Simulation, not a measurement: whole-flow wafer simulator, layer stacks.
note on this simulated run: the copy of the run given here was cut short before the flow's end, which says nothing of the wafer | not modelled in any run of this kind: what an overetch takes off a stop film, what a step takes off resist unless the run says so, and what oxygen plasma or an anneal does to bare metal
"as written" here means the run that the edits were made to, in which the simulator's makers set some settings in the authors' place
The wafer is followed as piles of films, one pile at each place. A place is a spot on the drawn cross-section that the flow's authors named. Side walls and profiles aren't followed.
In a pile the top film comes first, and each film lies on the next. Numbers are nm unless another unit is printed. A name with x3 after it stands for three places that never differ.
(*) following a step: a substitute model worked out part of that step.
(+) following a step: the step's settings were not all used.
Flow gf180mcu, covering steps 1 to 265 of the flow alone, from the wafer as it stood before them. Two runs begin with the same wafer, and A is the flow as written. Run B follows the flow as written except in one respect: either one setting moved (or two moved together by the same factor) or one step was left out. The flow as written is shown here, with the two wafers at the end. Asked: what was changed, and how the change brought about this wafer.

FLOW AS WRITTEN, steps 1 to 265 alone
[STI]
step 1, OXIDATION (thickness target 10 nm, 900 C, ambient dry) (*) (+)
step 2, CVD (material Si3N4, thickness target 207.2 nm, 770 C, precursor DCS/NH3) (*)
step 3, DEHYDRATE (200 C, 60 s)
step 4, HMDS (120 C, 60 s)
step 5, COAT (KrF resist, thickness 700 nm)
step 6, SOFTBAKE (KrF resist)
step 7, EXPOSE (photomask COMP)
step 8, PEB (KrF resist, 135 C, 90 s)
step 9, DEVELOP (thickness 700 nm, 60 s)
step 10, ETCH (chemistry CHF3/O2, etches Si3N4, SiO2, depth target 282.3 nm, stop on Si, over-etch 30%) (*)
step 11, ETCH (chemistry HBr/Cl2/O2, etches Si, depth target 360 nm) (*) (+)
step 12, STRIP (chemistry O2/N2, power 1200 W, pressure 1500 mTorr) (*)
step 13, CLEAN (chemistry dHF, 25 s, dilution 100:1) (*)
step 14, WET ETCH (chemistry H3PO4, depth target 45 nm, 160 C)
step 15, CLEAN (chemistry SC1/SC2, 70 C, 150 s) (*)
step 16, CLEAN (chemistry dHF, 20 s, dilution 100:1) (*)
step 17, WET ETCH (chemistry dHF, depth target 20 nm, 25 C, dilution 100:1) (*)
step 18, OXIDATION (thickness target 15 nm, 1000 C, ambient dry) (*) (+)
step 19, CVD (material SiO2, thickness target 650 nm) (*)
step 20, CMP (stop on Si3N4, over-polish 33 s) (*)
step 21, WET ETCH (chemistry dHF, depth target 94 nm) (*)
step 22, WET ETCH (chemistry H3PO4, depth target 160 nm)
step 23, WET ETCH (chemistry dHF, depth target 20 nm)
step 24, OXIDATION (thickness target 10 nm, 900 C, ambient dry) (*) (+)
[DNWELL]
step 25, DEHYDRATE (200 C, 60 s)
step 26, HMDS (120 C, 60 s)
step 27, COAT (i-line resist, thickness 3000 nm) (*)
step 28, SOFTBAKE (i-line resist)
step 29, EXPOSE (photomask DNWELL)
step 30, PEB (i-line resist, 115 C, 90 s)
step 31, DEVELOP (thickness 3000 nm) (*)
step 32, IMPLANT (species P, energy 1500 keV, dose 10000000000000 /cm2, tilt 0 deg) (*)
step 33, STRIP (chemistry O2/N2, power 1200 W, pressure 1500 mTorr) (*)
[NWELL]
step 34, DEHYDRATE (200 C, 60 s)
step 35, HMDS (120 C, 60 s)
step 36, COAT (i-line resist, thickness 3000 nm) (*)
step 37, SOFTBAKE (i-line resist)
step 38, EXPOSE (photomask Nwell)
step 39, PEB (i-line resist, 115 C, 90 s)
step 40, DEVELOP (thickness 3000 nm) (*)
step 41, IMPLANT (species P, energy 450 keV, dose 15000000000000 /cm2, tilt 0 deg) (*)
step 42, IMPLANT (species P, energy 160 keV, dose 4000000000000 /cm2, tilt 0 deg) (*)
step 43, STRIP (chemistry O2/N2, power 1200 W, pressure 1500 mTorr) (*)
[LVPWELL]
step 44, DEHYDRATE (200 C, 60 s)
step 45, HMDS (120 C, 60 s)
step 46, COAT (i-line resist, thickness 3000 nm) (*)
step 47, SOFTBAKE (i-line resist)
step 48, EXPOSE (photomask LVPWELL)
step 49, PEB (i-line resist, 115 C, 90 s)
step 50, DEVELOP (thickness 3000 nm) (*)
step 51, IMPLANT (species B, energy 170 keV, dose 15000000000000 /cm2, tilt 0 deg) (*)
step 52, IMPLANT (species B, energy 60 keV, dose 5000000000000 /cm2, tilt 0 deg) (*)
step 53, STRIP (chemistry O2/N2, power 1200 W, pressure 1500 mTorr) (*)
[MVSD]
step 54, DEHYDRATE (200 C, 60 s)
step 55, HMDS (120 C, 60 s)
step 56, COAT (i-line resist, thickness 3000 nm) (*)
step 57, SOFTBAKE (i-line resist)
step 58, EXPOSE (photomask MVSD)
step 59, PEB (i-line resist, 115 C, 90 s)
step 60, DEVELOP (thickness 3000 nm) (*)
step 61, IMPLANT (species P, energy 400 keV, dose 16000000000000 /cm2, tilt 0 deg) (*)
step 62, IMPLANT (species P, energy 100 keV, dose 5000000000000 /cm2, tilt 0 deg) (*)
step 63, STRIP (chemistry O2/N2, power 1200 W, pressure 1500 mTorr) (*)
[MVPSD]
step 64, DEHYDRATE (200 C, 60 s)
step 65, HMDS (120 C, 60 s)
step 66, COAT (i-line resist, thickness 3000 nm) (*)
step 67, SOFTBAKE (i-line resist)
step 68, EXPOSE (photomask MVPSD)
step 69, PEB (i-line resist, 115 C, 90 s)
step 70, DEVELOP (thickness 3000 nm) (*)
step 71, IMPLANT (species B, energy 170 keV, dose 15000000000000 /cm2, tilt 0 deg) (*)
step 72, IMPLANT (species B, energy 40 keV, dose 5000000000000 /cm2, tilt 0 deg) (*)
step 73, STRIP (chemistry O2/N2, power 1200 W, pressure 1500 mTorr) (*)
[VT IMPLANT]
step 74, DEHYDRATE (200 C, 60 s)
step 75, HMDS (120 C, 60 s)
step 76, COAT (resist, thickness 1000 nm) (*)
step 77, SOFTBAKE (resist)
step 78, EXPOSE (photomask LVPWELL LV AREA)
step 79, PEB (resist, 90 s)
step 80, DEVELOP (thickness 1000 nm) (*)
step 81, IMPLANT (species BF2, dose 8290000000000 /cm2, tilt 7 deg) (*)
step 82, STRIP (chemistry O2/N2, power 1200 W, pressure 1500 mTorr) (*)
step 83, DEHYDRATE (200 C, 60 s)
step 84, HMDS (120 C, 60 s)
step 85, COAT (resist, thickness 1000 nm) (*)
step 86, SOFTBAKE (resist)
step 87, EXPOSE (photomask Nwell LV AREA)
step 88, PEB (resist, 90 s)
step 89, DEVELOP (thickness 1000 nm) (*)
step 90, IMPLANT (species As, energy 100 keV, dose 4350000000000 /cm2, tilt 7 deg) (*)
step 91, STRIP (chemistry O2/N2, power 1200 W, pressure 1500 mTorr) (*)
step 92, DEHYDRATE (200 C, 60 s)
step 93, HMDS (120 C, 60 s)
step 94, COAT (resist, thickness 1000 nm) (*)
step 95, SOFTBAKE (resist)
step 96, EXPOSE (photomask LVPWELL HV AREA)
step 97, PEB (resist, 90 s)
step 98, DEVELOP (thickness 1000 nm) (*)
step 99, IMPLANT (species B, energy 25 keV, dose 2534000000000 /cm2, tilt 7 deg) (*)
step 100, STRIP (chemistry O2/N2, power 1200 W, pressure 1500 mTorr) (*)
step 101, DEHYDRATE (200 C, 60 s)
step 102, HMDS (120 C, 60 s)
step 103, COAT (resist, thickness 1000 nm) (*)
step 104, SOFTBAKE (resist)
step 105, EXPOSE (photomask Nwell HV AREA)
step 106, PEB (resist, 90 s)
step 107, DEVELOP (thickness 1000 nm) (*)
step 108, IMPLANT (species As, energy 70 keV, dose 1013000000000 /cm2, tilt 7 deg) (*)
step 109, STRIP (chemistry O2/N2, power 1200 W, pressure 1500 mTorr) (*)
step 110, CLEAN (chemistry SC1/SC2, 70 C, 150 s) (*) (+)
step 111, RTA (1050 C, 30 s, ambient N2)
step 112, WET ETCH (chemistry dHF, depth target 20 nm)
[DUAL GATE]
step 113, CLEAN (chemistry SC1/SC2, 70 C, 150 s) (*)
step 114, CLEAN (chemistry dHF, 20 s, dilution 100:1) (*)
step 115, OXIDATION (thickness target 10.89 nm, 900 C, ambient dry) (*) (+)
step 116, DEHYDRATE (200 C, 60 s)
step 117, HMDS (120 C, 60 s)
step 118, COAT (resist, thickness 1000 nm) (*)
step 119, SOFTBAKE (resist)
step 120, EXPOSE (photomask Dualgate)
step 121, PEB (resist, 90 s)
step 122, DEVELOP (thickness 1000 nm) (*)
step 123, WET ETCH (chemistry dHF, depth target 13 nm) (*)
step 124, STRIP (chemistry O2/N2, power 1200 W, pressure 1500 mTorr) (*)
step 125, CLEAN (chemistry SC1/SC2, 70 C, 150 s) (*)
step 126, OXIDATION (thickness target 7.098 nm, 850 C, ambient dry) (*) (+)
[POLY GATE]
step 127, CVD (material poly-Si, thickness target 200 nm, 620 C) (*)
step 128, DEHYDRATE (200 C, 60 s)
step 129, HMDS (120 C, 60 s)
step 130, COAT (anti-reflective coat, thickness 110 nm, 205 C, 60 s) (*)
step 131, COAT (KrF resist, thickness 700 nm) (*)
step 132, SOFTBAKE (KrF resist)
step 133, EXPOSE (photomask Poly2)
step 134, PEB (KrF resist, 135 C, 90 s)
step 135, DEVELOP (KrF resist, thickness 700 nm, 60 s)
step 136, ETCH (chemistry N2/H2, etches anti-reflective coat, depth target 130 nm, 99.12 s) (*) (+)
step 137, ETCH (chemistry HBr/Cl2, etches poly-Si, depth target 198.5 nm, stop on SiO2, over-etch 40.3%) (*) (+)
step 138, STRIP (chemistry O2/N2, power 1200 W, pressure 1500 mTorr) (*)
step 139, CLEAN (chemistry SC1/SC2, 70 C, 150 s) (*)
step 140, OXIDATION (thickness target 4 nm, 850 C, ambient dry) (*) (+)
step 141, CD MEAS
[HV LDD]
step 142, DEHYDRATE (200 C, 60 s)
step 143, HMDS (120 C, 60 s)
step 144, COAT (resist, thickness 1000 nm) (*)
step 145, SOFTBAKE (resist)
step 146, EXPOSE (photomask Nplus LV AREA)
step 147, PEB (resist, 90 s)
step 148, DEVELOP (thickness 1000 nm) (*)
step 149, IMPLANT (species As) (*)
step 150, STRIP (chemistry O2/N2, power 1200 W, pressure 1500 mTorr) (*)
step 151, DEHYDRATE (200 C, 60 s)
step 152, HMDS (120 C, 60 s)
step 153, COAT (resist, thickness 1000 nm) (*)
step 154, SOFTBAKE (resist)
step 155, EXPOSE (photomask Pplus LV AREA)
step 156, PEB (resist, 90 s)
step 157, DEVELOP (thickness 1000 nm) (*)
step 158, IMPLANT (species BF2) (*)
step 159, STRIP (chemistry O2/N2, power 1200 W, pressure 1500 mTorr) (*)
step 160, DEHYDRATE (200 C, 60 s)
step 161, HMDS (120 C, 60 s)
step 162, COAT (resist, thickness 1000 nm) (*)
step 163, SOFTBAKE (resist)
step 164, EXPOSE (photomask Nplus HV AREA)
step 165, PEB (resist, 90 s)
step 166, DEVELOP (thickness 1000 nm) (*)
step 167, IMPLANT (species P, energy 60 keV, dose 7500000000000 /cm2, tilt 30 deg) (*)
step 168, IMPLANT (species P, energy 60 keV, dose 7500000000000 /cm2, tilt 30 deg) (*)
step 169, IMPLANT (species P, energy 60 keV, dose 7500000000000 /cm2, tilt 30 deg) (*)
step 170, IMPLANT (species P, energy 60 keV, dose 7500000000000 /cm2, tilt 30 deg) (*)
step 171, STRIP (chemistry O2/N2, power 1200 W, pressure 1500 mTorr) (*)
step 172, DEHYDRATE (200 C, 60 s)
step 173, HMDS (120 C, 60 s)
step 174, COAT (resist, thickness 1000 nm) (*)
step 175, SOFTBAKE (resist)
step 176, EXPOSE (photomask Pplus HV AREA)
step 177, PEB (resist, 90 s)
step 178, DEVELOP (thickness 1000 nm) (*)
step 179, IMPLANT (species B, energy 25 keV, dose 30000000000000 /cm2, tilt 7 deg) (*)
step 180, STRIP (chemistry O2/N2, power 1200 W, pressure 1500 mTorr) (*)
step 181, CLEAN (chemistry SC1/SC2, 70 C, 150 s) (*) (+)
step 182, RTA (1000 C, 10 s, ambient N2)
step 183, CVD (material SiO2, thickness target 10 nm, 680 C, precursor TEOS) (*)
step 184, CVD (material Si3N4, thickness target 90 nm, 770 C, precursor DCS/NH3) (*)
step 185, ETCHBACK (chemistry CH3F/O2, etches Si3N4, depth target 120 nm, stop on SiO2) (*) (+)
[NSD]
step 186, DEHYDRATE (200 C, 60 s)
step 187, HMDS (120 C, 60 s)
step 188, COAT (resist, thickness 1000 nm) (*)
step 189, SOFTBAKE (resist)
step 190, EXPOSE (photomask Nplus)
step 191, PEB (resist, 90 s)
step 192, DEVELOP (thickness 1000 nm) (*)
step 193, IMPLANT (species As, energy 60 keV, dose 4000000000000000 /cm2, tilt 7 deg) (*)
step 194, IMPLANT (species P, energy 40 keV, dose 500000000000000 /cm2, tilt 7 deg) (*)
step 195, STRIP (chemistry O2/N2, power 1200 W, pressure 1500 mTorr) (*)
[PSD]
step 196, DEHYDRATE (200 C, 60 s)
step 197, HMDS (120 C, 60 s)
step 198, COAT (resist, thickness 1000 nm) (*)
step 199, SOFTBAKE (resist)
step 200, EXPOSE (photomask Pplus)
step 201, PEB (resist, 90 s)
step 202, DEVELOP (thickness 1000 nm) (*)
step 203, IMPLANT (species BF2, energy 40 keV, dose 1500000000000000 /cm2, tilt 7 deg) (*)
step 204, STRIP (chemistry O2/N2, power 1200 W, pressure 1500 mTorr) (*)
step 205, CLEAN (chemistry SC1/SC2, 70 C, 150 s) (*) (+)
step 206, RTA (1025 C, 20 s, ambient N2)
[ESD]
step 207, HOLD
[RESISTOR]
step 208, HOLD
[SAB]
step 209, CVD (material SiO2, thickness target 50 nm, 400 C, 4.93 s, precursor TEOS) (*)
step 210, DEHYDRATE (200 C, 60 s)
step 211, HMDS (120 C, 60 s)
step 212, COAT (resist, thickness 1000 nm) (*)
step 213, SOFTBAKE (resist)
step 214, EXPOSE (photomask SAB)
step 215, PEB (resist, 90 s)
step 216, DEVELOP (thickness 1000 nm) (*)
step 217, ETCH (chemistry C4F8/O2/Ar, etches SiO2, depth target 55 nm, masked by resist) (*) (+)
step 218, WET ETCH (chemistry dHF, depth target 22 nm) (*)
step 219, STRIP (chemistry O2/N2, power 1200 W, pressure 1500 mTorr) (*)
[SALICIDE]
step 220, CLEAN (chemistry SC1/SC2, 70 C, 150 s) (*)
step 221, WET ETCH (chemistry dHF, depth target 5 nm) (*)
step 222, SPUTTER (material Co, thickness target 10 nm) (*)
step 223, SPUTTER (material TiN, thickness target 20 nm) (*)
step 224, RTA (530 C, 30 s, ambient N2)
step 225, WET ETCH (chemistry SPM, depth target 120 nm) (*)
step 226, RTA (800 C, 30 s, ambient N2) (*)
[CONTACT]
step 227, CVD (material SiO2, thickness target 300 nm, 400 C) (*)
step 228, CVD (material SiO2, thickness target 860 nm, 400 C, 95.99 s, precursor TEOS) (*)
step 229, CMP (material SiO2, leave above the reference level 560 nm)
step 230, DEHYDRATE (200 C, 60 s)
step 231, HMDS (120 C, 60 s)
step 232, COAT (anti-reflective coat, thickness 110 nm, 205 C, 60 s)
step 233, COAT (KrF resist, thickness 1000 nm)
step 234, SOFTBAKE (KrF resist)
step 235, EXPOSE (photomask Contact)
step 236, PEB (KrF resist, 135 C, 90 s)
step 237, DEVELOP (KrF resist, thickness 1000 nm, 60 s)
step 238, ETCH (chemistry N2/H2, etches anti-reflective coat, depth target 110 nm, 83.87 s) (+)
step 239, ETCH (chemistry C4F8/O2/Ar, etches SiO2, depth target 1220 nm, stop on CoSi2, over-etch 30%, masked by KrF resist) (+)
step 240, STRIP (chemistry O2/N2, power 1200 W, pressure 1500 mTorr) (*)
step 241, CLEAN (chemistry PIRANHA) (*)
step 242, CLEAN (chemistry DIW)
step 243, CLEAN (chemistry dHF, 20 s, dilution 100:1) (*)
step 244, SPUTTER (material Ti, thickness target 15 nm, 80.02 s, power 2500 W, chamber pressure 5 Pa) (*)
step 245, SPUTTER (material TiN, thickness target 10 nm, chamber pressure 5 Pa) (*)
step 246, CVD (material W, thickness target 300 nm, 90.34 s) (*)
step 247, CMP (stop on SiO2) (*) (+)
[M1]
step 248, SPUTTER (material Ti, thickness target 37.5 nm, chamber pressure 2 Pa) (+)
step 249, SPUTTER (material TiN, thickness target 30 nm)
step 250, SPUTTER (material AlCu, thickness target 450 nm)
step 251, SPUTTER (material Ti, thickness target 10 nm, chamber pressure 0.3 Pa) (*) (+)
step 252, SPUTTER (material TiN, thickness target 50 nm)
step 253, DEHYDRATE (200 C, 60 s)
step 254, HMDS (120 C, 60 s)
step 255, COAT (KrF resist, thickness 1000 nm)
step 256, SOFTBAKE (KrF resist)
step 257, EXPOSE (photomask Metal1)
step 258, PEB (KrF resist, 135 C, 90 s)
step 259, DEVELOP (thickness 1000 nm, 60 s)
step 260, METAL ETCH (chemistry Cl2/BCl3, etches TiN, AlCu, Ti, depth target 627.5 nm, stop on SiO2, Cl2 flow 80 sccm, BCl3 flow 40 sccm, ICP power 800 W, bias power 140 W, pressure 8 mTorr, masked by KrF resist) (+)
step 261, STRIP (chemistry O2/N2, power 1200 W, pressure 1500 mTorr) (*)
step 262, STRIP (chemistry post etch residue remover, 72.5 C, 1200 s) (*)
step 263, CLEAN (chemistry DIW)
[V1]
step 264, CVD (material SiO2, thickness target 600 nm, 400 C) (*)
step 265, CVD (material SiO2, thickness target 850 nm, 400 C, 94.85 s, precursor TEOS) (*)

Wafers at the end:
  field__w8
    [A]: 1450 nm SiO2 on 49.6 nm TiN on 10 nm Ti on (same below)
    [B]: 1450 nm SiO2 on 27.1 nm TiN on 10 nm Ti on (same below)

Cause: step 252, SPUTTER: thickness target 27.5 nm was run, while the flow as written has thickness target 50 nm.

How this came from the change, step by step:
  step 252, SPUTTER (material TiN, thickness target 50 nm)
      field, field__w1, field__w2 and 108 more: A +50 TiN (new film) | B +27.5 TiN (new film)
  step 260, METAL ETCH (chemistry Cl2/BCl3, etches TiN, AlCu, Ti, depth target 627.5 nm, stop on SiO2, Cl2 flow 80 sccm, BCl3 flow 40 sccm, ICP power 800 W, bias power 140 W, pressure 8 mTorr, masked by KrF resist) (+)
      field, field__w1, field__w2 and 99 more: A -50 TiN (all of it), -10 Ti (all of it), -450 AlCu (all of it), -30 TiN (all of it), -37.5 Ti (all of it) | B -27.5 TiN (all of it), -10 Ti (all of it), -450 AlCu (all of it), -30 TiN (all of it), -37.5 Ti (all of it)
